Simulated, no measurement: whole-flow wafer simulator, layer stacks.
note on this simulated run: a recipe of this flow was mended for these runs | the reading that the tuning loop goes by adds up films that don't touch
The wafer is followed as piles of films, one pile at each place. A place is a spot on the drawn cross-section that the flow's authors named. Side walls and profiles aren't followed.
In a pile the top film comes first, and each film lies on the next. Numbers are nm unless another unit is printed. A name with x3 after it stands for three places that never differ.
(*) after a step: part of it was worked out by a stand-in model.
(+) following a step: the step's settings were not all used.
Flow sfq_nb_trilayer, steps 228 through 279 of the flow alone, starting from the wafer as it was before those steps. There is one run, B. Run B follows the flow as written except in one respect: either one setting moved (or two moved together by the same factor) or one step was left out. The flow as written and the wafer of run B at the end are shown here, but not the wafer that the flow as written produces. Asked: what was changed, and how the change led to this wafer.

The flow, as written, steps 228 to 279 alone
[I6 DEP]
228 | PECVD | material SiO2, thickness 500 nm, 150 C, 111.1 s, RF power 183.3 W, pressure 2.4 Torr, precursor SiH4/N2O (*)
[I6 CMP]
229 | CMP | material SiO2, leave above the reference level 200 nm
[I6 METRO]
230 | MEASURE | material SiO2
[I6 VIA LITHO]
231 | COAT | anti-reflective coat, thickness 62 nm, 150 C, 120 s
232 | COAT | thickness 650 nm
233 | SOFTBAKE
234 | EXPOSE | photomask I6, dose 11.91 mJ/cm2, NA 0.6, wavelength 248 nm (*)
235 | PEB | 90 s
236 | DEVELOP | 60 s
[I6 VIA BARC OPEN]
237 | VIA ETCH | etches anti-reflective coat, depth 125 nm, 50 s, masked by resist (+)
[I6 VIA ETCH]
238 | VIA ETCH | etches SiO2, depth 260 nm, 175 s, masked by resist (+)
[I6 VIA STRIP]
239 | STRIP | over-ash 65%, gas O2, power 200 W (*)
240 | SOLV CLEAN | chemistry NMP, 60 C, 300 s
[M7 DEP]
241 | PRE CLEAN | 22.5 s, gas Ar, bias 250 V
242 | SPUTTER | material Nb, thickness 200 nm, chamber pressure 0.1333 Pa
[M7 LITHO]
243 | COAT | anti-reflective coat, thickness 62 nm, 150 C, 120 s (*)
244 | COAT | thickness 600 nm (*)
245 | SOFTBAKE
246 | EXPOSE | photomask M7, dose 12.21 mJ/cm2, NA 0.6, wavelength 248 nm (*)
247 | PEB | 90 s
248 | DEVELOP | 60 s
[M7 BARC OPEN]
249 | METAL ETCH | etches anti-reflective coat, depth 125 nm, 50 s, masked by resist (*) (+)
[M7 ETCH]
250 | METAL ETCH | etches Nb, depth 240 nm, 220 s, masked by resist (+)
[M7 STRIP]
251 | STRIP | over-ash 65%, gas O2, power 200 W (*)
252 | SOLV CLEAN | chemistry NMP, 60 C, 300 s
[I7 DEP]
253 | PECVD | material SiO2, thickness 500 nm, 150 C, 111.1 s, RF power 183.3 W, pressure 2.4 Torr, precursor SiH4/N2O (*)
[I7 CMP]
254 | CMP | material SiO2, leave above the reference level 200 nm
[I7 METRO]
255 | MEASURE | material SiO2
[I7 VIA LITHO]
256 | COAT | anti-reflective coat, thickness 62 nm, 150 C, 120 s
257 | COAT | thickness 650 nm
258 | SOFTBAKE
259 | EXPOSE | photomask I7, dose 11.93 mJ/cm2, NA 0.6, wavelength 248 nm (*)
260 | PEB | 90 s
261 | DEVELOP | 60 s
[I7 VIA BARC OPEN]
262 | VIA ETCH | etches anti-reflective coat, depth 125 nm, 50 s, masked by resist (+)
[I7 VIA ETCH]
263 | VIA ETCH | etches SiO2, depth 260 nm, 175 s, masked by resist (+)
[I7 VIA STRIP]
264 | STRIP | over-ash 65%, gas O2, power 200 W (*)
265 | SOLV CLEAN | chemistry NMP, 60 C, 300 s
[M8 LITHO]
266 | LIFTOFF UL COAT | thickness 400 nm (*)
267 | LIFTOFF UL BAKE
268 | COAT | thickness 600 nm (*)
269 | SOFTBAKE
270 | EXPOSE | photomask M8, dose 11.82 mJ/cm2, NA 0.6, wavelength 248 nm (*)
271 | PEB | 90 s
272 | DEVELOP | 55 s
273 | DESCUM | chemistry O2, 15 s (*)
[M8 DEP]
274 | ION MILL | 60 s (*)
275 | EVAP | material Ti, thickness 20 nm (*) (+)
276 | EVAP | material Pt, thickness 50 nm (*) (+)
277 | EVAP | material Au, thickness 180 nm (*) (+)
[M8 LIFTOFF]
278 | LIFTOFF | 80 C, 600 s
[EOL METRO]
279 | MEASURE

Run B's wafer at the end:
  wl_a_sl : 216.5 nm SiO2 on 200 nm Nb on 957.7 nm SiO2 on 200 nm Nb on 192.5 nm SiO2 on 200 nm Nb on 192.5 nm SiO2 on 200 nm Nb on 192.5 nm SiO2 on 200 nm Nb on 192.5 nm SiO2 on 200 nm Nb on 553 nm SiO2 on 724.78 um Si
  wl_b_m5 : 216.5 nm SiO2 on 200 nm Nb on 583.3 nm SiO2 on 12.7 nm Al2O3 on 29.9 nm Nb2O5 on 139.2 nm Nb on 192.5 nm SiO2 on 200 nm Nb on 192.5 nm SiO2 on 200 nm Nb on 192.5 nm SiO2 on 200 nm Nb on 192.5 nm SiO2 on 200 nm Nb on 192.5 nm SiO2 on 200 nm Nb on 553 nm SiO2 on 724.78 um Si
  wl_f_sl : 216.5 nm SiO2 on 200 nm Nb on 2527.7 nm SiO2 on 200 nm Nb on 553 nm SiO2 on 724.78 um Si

What caused this: step 228, PECVD: thickness 387.5 nm was run, while the flow as written has thickness 500 nm; step 228, PECVD: 86.11 s was run, where the flow has 111.1 s.

The path from the change to this, step by step:
  228 | PECVD | material SiO2, thickness 500 nm, 150 C, 111.1 s, RF power 183.3 W, pressure 2.4 Torr, precursor SiH4/N2O (*)
      field_l, p4_fl, p4_fm and 62 more: +387.5 SiO2 (as written it would have been: +500 SiO2)
      v_sur, via_wl, via_w and 21 more: +387.5 SiO2 (new film) (as written it would have been: +500 SiO2 (new film))
      (as well as at 17 more places)
  229 | CMP | material SiO2, leave above the reference level 200 nm
      field_l, p4_fl, p4_fm and 59 more: nothing (as written it would have been: -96 SiO2)
      moat, field_r, lsp_l, ln_m5, lsp_m: nothing (as written it would have been: -89.5 SiO2)
      (as well as at 39 more places)
  231 | COAT | anti-reflective coat, thickness 62 nm, 150 C, 120 s
      m0r_line_l, m0r_line_r, m5r_space_l, m5r_space_r, m7r_line_l, m7r_line_r: +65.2 anti-reflective coat (new film) (as written it would have been: +62 anti-reflective coat (new film))
      m0r_space_l, m0r_space_r, m7r_space_l, m7r_space_r: +66.4 anti-reflective coat (new film) (as written it would have been: +62 anti-reflective coat (new film))
      (as well as at 58 more places)
  232 | COAT | thickness 650 nm
      via_v: +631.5 KrF-resist-other-grade (new film) (as written it would have been: +650 KrF-resist-other-grade (new film))
      be: +781.4 KrF-resist-other-grade (new film) (as written it would have been: +650 KrF-resist-other-grade (new film))
  236 | DEVELOP | 60 s
      via_v: -630.1 KrF-resist-other-grade (all of it) (as written it would have been: -648.6 KrF-resist-other-grade (all of it))
  237 | VIA ETCH | etches anti-reflective coat, depth 125 nm, 50 s, masked by resist (+)
      via_v: -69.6 anti-reflective coat (all of it), -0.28 SiO2 (as written it would have been: -62 anti-reflective coat (all of it), -0.31 SiO2)
  239 | STRIP | over-ash 65%, gas O2, power 200 W (*)
      m0r_space_l, m0r_space_r, m7r_space_l, m7r_space_r: -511 KrF-resist-other-grade (all of it), -66.4 anti-reflective coat (all of it) (as written it would have been: -510.8 KrF-resist-other-grade (all of it), -62 anti-reflective coat (all of it))
      wl_c_sr, wl_f_sl: -510 KrF-resist-other-grade (all of it), -66.5 anti-reflective coat (all of it) (as written it would have been: -510.8 KrF-resist-other-grade (all of it), -62 anti-reflective coat (all of it))
      (as well as at 61 more places)
  242 | SPUTTER | material Nb, thickness 200 nm, chamber pressure 0.1333 Pa
      be: +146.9 Nb (new film) (as written it would have been: +200 Nb (new film))
  243 | COAT | anti-reflective coat, thickness 62 nm, 150 C, 120 s (*)
      m0r_line_l, m0r_line_r, m7r_line_l, m7r_line_r: +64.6 anti-reflective coat (new film) (as written it would have been: +62 anti-reflective coat (new film))
      m0r_space_l, m0r_space_r, m7r_space_l, m7r_space_r: +65.8 anti-reflective coat (new film) (as written it would have been: +62 anti-reflective coat (new film))
      (as well as at 57 more places)
  244 | COAT | thickness 600 nm (*)
      wire: +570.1 KrF-resist-other-grade (new film) (as written it would have been: +604.2 KrF-resist-other-grade (new film))
      be: +734.2 KrF-resist-other-grade (new film) (as written it would have been: +585.4 KrF-resist-other-grade (new film))
  249 | METAL ETCH | etches anti-reflective coat, depth 125 nm, 50 s, masked by resist (*) (+)
      m0r_space_l, m0r_space_r, m7r_space_l, m7r_space_r: -65.8 anti-reflective coat (all of it) (as written it would have been: -62 anti-reflective coat (all of it))
      m0r_line_l, m0r_line_r: -64.6 anti-reflective coat (all of it) (as written it would have been: -62 anti-reflective coat (all of it))
      (as well as at 30 more places)
  251 | STRIP | over-ash 65%, gas O2, power 200 W (*)
      m7r_line_l, m7r_line_r: -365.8 KrF-resist-other-grade (all of it), -64.6 anti-reflective coat (all of it) (as written it would have been: -364.6 KrF-resist-other-grade (all of it), -62 anti-reflective coat (all of it))
      v_sur: -358.6 KrF-resist-other-grade (all of it), -57.5 anti-reflective coat (all of it) (as written it would have been: -360.6 KrF-resist-other-grade (all of it), -64.6 anti-reflective coat (all of it))
      (as well as at 26 more places)
  253 | PECVD | material SiO2, thickness 500 nm, 150 C, 111.1 s, RF power 183.3 W, pressure 2.4 Torr, precursor SiH4/N2O (*)
      be: +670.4 SiO2 (new film) (as written it would have been: +500 SiO2 (new film))
  254 | CMP | material SiO2, leave above the reference level 200 nm
      field_l, p4_fl, p4_fm and 48 more: -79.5 SiO2 (as written it would have been: -96 SiO2)
      wl_a_sl, wl_a_sr, wl_b_sl and 9 more: -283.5 SiO2 (as written it would have been: -300 SiO2)
      (as well as at 12 more places)
